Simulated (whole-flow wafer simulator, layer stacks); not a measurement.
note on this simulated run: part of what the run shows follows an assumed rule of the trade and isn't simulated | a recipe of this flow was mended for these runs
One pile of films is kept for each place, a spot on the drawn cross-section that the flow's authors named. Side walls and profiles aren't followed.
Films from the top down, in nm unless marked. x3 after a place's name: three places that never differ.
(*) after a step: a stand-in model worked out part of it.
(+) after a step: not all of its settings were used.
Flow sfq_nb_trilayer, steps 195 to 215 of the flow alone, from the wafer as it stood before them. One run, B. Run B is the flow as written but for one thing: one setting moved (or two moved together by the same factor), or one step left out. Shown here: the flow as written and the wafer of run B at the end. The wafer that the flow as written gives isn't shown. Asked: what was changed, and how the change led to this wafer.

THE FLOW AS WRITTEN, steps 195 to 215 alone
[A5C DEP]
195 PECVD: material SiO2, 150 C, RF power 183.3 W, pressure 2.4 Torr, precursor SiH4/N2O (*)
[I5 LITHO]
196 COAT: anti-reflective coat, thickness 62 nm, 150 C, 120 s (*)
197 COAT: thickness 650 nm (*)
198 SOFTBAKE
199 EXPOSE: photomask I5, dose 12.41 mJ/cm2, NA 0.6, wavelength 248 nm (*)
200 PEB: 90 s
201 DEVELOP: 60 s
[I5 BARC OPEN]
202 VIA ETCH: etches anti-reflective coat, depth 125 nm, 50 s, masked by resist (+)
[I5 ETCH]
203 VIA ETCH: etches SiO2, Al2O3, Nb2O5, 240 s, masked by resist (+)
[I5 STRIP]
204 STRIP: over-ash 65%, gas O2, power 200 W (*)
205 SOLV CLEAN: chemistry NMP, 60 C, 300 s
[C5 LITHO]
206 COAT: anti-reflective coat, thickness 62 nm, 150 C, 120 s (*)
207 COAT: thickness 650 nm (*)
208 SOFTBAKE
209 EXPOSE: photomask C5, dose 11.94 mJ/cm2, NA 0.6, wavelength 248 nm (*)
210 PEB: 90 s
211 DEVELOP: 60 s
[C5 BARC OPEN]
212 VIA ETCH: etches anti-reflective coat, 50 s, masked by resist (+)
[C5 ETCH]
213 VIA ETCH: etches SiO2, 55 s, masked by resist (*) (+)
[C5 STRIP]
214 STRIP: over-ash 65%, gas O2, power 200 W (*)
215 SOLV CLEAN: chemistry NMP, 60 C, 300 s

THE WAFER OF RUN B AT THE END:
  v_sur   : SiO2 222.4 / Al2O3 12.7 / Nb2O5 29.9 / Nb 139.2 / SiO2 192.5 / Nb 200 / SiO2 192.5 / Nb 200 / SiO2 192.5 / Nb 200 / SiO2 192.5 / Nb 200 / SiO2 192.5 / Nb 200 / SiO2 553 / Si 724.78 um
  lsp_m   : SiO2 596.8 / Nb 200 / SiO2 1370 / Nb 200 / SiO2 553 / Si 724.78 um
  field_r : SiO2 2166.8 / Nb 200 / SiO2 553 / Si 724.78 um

The cause: step 195, PECVD: RF power 228.7 W was run, where the flow has RF power 183.3 W.

How the change led to this, step by step:
  195 PECVD: material SiO2, 150 C, RF power 183.3 W, pressure 2.4 Torr, precursor SiH4/N2O (*)
      field_l, v_sur, via_wl and 92 more: SiO2 +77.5 (as written it would be: SiO2 +70)
      ce_l, c5j, ce_r and 8 more: SiO2 +77.5 (new film) (as written it would be: SiO2 +70 (new film))
  203 VIA ETCH: etches SiO2, Al2O3, Nb2O5, 240 s, masked by resist (+)
      be: SiO2 -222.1 (all of it), Al2O3 -12.7 (all of it), Nb2O5 -29.9 (all of it), Nb -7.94 (as written it would be: SiO2 -214.5 (all of it), Al2O3 -12.7 (all of it), Nb2O5 -29.9 (all of it), Nb -8.57)
  213 VIA ETCH: etches SiO2, 55 s, masked by resist (*) (+)
      c5j: SiO2 -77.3 (all of it), Nb -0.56 (as written it would be: SiO2 -69.7 (all of it), Nb -1.19)
      res: SiO2 -77.2 (all of it), Ti -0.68 (as written it would be: SiO2 -69.7 (all of it), Ti -1.43)
